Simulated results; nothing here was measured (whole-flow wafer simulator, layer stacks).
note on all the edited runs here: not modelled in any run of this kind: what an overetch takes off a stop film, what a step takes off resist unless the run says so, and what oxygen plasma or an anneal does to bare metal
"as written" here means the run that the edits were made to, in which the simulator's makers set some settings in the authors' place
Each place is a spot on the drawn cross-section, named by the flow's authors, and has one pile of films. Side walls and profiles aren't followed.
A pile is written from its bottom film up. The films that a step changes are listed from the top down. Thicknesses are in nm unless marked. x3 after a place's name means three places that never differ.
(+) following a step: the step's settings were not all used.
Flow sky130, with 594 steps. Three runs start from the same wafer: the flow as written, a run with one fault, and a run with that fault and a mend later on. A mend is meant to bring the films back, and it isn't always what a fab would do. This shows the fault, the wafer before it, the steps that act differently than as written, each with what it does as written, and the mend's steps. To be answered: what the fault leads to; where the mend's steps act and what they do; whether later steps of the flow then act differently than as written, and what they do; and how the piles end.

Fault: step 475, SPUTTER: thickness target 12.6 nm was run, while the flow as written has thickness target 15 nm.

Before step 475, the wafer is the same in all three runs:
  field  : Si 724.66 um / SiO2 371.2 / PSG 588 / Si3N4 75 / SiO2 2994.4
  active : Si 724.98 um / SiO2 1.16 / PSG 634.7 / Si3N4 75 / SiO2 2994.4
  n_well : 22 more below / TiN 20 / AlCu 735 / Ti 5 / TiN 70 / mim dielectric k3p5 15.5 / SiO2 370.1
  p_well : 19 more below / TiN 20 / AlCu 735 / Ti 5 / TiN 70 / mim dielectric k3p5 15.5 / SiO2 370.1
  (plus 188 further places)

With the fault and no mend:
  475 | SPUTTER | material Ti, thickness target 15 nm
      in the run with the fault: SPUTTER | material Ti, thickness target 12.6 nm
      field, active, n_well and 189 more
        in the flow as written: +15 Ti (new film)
        in the run with the fault: +12.6 Ti (new film)
  Steps further on in the flow that do not act as written (11 more steps, not shown, differ only slightly: by at most 2% or 0.5 nm, whichever is larger):
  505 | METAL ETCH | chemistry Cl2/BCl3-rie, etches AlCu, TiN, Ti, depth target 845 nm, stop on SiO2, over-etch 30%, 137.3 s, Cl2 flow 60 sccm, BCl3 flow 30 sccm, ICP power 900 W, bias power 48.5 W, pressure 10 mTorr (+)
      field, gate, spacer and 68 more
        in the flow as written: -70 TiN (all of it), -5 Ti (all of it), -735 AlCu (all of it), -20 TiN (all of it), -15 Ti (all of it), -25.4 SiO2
        in the run with the fault: -70 TiN (all of it), -5 Ti (all of it), -735 AlCu (all of it), -20 TiN (all of it), -12.6 Ti (all of it), -25.6 SiO2
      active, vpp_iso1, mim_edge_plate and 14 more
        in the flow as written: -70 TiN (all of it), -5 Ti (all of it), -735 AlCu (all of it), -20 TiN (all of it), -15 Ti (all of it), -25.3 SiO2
        in the run with the fault: -70 TiN (all of it), -5 Ti (all of it), -735 AlCu (all of it), -20 TiN (all of it), -12.6 Ti (all of it), -25.6 SiO2
  The piles end different from the flow's at n_well, p_well, gate_hv and 102 more by more than 2% or 0.5 nm, whichever is larger.
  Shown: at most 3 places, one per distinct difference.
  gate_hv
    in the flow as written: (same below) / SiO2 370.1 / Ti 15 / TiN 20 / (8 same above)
    in the run with the fault: (same below) / SiO2 370.1 / Ti 12.6 / TiN 20 / (8 same above)
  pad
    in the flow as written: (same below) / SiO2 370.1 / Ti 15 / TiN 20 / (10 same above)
    in the run with the fault: (same below) / SiO2 370.1 / Ti 12.6 / TiN 20 / (10 same above)
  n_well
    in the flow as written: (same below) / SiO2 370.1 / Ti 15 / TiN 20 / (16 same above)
    in the run with the fault: (same below) / SiO2 370.1 / Ti 12.6 / TiN 20 / (16 same above)

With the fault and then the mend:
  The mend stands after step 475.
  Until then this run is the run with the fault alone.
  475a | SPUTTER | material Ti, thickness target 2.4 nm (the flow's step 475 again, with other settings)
      field, active, n_well and 189 more
        +2.4 Ti
  Later steps of the flow that are run all act as written at every place that is followed.
  At every place that both follow, the piles at the end match the flow's.
